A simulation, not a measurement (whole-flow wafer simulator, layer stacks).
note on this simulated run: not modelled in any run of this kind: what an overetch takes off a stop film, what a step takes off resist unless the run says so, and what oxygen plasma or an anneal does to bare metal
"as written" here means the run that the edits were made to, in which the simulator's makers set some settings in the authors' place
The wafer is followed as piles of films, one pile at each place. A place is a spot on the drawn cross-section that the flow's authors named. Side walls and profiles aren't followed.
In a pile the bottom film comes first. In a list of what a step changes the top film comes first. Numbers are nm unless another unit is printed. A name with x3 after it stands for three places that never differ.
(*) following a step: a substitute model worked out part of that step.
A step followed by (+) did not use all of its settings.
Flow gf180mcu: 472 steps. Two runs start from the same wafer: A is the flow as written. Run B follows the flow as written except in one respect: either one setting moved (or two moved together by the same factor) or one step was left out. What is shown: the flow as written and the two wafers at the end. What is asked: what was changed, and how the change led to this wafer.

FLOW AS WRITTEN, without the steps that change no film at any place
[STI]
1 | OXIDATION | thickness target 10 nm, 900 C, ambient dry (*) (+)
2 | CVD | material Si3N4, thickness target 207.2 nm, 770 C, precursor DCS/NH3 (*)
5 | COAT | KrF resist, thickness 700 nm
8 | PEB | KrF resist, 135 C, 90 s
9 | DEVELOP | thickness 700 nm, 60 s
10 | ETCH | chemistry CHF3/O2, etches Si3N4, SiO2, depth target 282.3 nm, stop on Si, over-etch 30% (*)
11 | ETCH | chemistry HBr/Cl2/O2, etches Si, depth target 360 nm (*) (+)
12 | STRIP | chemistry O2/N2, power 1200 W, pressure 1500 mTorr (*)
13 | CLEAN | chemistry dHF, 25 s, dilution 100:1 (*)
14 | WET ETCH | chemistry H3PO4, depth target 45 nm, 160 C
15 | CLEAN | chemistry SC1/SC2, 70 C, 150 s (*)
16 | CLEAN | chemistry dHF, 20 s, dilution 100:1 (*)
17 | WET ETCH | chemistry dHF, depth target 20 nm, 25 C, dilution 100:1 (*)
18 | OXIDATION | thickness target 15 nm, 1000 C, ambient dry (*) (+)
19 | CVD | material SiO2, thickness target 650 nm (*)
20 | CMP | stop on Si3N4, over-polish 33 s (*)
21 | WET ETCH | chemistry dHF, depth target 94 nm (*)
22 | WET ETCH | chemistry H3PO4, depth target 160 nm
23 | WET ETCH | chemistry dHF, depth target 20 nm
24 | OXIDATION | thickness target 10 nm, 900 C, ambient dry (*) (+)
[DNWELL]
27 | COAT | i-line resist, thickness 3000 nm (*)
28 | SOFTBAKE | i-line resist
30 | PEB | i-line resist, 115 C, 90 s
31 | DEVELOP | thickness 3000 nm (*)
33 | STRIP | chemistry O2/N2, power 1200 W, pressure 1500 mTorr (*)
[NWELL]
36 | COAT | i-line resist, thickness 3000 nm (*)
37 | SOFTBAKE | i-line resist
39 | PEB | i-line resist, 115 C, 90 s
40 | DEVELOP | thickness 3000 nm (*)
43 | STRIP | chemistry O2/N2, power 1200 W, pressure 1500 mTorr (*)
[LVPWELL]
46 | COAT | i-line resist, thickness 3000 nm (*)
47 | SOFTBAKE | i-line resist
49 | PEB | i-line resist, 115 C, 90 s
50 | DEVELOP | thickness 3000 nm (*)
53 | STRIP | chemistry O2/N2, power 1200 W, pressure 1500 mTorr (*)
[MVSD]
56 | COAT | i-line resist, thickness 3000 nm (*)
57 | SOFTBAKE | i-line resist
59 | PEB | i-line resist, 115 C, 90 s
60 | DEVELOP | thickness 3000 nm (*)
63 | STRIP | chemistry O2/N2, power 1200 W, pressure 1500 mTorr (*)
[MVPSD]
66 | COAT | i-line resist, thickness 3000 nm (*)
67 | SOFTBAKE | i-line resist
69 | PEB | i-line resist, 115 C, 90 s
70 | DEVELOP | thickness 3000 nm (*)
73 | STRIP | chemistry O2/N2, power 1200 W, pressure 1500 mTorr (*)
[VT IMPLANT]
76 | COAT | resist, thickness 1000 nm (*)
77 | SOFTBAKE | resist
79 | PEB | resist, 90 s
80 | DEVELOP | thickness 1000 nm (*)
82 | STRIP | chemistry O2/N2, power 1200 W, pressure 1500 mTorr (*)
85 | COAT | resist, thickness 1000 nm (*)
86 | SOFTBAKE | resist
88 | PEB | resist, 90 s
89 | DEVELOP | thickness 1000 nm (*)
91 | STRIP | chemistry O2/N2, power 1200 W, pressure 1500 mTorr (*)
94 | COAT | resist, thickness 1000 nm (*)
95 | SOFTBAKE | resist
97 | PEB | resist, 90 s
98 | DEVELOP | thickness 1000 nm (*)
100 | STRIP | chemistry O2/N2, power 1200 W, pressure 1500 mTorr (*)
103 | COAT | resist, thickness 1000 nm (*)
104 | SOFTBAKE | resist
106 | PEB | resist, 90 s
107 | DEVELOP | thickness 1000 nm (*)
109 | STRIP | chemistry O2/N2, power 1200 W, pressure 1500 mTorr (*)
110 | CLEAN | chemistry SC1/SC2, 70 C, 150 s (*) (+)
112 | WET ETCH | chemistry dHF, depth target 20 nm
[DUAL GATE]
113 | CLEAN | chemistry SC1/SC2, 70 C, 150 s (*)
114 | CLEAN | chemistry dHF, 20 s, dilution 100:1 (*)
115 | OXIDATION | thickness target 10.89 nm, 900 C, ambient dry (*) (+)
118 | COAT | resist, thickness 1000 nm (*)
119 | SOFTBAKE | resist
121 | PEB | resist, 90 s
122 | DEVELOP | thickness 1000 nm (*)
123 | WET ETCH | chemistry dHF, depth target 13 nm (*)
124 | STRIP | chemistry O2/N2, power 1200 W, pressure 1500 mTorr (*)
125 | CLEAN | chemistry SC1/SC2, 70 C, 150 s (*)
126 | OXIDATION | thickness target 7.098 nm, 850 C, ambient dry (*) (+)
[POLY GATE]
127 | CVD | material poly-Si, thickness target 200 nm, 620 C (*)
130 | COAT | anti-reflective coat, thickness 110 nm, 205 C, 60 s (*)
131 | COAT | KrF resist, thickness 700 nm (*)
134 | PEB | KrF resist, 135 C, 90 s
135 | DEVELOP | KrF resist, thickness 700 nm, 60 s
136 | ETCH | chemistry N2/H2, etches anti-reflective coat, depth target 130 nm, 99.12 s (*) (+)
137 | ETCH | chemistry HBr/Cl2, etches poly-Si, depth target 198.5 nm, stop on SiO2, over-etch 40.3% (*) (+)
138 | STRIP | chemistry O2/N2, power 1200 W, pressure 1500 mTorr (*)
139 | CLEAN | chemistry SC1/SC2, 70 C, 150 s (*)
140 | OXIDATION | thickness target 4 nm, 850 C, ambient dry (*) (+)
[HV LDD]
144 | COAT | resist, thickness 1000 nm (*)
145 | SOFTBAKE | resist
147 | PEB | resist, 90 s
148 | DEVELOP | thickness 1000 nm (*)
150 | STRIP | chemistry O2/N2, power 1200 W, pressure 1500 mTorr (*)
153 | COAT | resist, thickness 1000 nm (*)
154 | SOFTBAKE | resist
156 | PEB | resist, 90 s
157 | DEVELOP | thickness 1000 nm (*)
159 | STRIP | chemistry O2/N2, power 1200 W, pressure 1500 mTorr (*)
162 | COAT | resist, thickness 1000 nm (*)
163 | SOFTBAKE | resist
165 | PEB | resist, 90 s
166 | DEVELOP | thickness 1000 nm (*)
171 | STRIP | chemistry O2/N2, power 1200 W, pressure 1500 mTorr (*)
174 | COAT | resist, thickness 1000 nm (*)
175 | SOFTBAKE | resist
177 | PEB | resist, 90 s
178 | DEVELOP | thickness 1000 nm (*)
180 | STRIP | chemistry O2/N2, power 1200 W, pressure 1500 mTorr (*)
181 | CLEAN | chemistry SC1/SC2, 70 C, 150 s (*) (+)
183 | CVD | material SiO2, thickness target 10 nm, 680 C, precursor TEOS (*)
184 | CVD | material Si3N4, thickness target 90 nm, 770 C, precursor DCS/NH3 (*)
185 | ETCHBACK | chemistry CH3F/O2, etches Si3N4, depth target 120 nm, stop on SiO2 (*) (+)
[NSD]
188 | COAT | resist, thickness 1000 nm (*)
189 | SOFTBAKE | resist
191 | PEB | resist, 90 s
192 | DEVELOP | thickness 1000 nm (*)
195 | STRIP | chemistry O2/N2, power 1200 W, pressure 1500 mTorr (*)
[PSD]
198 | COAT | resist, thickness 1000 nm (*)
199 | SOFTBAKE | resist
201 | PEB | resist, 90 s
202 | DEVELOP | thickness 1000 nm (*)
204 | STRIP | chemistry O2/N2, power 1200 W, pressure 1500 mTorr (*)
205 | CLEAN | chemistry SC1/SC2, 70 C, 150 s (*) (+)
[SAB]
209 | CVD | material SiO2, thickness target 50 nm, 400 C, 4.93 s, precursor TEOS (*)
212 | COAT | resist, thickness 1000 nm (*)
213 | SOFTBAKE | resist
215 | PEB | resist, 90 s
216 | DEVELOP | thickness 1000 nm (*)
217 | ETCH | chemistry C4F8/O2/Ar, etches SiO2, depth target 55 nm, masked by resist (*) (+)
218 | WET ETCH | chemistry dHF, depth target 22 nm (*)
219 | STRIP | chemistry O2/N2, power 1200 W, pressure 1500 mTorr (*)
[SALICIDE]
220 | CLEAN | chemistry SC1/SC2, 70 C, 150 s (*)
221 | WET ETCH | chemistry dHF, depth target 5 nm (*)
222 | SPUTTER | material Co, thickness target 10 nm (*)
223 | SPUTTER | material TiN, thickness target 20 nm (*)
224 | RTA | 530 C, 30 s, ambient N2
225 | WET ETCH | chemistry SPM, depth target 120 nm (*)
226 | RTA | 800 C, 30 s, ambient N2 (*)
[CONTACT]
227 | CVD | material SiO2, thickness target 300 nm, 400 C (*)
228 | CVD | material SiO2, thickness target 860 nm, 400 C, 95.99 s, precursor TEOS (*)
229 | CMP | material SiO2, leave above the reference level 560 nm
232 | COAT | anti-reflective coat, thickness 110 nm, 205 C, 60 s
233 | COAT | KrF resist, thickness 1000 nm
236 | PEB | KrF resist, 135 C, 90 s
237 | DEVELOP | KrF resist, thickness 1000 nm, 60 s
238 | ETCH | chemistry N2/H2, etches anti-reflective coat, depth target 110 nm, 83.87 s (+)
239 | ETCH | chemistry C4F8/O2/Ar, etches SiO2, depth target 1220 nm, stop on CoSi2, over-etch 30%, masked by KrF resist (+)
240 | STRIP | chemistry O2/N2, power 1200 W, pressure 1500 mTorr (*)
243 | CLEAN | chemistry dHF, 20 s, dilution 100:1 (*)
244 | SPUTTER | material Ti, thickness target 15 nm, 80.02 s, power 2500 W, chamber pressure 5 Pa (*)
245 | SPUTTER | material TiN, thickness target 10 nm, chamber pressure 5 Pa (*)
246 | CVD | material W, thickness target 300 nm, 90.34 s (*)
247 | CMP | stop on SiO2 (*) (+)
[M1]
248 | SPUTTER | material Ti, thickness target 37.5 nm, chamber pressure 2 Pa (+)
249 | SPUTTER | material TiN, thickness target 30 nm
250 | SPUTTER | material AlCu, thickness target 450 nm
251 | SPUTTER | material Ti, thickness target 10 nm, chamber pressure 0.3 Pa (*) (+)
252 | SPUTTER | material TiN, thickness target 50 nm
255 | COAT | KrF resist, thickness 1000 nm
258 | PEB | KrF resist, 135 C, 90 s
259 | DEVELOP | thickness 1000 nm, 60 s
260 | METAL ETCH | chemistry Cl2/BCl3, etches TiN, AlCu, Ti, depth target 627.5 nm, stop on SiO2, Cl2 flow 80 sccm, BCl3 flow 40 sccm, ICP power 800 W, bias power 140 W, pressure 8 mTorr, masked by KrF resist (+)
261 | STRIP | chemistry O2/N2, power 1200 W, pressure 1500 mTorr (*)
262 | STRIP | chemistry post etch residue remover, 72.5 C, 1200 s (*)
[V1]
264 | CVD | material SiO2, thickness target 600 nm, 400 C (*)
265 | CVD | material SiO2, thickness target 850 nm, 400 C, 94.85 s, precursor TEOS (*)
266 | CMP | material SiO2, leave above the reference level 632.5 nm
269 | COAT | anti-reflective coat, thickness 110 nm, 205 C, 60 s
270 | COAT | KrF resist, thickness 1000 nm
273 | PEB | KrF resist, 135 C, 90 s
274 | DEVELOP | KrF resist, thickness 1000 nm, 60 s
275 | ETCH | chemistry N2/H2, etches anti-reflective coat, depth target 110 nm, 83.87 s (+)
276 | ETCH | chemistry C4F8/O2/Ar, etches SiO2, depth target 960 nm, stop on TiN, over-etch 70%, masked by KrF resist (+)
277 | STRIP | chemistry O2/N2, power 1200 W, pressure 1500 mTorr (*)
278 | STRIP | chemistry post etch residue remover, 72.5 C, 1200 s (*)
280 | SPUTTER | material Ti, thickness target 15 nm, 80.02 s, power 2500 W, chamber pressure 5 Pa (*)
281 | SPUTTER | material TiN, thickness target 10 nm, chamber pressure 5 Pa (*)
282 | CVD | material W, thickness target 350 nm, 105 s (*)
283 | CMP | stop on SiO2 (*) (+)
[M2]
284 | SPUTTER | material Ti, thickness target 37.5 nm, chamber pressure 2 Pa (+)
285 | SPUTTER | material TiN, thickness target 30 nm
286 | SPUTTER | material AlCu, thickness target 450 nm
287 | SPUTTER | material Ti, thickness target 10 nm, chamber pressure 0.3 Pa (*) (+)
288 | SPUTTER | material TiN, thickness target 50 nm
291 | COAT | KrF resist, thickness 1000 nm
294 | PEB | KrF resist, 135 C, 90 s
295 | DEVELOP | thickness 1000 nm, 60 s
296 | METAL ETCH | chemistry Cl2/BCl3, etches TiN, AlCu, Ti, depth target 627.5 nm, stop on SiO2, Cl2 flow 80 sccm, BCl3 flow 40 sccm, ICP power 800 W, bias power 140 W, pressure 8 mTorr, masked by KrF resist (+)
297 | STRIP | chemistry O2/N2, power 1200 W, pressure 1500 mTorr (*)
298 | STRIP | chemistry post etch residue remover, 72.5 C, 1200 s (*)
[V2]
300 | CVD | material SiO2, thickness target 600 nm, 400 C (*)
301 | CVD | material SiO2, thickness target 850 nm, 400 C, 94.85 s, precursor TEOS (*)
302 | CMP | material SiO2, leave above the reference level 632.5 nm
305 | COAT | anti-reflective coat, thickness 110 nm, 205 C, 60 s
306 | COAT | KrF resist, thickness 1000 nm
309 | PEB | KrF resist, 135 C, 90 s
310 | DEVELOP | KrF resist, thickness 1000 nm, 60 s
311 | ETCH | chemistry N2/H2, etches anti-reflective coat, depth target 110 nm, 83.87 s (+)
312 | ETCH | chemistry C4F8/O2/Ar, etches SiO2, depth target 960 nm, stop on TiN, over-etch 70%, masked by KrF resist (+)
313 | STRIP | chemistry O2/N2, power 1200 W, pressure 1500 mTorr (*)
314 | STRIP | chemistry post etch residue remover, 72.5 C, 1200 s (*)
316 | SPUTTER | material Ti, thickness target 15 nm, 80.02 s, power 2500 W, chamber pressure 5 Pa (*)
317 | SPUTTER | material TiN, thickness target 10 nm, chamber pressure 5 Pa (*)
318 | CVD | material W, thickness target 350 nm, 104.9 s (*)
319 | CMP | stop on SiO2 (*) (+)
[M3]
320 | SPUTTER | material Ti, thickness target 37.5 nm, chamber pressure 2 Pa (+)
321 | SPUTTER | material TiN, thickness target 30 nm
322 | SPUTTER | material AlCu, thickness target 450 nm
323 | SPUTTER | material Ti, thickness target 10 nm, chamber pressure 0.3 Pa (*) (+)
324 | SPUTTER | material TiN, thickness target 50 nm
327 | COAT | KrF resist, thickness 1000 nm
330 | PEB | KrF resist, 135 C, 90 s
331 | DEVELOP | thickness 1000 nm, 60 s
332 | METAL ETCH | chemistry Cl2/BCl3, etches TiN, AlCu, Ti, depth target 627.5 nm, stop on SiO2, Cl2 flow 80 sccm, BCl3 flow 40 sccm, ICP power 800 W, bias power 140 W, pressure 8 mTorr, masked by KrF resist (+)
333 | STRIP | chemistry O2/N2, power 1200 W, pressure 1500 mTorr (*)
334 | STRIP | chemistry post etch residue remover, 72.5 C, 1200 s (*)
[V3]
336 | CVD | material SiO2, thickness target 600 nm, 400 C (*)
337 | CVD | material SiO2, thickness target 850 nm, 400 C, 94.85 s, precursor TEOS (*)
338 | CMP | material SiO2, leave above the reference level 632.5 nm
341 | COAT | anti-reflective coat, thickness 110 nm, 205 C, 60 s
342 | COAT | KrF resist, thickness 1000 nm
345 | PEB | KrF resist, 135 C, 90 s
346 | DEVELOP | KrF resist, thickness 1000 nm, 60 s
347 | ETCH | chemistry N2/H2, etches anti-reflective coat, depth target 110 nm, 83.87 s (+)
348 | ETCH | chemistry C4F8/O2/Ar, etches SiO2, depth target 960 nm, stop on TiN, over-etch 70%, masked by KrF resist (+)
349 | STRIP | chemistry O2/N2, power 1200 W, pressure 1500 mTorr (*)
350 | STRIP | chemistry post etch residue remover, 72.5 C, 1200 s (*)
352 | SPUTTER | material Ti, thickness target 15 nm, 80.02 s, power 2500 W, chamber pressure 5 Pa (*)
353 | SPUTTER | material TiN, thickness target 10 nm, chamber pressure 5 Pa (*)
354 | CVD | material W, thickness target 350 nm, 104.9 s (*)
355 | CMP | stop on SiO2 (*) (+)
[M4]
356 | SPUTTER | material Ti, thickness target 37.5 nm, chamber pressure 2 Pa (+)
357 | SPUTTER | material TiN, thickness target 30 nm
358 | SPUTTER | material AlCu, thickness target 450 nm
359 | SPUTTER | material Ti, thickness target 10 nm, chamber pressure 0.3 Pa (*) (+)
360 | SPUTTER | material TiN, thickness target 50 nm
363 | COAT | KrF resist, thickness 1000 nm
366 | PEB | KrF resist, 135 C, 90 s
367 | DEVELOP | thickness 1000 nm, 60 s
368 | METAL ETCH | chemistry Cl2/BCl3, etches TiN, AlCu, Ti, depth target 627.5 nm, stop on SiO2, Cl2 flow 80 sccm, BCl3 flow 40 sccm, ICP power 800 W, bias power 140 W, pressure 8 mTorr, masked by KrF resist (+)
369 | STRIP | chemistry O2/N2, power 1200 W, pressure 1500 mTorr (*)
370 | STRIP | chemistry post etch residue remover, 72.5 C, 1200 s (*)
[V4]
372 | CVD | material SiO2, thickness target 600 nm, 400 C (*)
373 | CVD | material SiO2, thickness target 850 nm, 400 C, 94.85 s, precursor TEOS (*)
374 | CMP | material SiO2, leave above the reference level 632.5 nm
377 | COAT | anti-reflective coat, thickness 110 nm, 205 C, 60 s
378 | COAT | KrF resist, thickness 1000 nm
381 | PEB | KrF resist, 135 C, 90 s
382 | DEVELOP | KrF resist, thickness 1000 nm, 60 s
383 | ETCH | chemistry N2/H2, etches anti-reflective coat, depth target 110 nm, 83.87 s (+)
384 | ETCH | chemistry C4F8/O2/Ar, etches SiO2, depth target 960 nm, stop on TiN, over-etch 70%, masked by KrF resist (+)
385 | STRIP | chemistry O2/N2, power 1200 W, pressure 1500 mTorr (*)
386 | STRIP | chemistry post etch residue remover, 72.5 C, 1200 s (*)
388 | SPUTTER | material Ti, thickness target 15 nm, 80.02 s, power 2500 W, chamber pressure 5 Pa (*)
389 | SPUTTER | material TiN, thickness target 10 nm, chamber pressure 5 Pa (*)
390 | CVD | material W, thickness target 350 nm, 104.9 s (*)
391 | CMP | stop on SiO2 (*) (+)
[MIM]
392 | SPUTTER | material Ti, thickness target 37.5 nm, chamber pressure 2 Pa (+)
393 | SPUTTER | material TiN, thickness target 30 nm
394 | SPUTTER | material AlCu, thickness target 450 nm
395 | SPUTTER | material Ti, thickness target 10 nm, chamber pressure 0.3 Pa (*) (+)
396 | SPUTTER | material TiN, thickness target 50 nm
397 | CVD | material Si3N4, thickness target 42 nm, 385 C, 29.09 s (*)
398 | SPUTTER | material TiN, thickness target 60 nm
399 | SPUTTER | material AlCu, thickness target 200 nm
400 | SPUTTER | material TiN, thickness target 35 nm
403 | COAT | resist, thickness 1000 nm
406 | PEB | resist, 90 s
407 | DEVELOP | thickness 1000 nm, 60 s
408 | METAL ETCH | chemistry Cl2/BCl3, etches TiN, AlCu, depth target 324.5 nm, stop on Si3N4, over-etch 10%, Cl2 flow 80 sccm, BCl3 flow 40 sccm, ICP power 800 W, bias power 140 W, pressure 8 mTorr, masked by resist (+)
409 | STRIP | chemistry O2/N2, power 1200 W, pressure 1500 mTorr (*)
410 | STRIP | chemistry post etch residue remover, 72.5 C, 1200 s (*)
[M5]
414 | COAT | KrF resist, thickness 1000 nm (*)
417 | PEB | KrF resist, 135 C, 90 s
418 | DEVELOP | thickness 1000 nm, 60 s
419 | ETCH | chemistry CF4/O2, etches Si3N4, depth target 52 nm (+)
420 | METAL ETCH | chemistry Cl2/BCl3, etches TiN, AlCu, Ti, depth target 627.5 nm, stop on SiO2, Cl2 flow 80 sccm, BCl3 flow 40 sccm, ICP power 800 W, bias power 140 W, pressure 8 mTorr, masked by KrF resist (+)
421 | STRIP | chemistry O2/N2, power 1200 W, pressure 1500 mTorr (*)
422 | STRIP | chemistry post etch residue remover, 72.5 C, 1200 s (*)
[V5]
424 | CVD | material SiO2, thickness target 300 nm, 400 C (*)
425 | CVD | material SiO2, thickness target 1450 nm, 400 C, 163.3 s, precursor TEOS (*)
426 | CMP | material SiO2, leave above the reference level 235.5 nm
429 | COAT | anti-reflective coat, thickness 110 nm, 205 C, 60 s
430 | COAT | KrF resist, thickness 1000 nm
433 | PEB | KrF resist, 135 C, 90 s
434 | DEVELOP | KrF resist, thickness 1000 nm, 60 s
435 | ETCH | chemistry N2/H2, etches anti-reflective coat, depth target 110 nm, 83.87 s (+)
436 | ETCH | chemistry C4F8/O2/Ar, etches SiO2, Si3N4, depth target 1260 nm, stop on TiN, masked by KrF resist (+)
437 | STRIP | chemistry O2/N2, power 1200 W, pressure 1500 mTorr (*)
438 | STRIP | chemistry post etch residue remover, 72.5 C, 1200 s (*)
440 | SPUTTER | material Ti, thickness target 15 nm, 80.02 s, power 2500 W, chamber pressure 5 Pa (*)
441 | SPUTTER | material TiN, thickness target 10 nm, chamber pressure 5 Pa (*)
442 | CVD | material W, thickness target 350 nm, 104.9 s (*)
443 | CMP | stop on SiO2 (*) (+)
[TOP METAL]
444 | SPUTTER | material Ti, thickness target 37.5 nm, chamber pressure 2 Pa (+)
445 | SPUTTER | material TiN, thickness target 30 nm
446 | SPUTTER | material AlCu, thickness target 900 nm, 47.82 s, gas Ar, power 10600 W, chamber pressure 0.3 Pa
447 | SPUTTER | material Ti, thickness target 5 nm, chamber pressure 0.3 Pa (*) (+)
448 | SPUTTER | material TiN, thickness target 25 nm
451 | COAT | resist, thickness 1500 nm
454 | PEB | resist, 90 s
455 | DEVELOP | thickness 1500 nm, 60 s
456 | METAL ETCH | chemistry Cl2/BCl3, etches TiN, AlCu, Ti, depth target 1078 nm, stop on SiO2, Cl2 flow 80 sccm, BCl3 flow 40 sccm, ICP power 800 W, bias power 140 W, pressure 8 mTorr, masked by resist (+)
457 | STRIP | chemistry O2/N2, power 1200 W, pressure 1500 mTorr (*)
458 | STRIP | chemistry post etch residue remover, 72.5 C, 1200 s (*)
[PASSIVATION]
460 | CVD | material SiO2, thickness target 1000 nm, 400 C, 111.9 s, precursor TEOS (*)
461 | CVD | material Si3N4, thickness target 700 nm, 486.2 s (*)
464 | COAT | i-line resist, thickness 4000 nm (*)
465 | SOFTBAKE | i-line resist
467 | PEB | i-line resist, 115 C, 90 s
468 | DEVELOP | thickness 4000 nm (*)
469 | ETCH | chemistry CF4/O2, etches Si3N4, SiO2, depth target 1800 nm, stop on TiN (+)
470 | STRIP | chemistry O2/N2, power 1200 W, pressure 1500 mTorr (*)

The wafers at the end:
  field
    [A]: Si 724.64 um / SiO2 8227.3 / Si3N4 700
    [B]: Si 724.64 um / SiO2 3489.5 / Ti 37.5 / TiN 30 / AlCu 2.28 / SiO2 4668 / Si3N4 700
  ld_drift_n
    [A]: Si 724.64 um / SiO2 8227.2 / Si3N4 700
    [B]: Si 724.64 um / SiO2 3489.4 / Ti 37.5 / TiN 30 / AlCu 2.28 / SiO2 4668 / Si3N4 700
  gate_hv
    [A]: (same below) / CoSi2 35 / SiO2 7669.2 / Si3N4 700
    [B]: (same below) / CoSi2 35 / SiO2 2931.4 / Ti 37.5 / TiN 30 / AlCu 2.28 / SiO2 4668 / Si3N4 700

Cause: step 332, METAL ETCH: depth target 502 nm was run, while the flow as written has depth target 627.5 nm.

The path from the change to this, step by step:
  332 | METAL ETCH | chemistry Cl2/BCl3, etches TiN, AlCu, Ti, depth target 627.5 nm, stop on SiO2, Cl2 flow 80 sccm, BCl3 flow 40 sccm, ICP power 800 W, bias power 140 W, pressure 8 mTorr, masked by KrF resist (+)
      field, field__w1, field__w2 and 103 more: A -50 TiN (all of it), -10 Ti (all of it), -450 AlCu (all of it), -30 TiN (all of it), -37.5 Ti (all of it) | B -50 TiN (all of it), -10 Ti (all of it), -442 AlCu
      field__w8, contact, m1, m1__w1, m1_nw: A -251 KrF resist | B -200.8 KrF resist
  333 | STRIP | chemistry O2/N2, power 1200 W, pressure 1500 mTorr (*)
      field__w8, contact, m1, m1__w1, m1_nw: A -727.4 KrF resist (all of it) | B -777.6 KrF resist (all of it)
  334 | STRIP | chemistry post etch residue remover, 72.5 C, 1200 s (*)
      field, field__w1, field__w2 and 103 more: A nothing | B -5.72 AlCu
  336 | CVD | material SiO2, thickness target 600 nm, 400 C (*)
      field, field__w1, field__w2 and 103 more: A +600 SiO2 | B +600 SiO2 (new film)
  338 | CMP | material SiO2, leave above the reference level 632.5 nm
      field, field__w1, field__w2 and 103 more: A -300 SiO2 | B -369.8 SiO2
Taking metal films that touch as one body, field has 1 body; the flow as written gives 0 bodies.
Taking metal films that touch as one body, ld_drift_n has 1 body; the flow as written gives 0 bodies.
Taking metal films that touch as one body, gate_hv has 2 bodies (between them, from the top down: SiO2 2931.4); the flow as written gives 1 body.
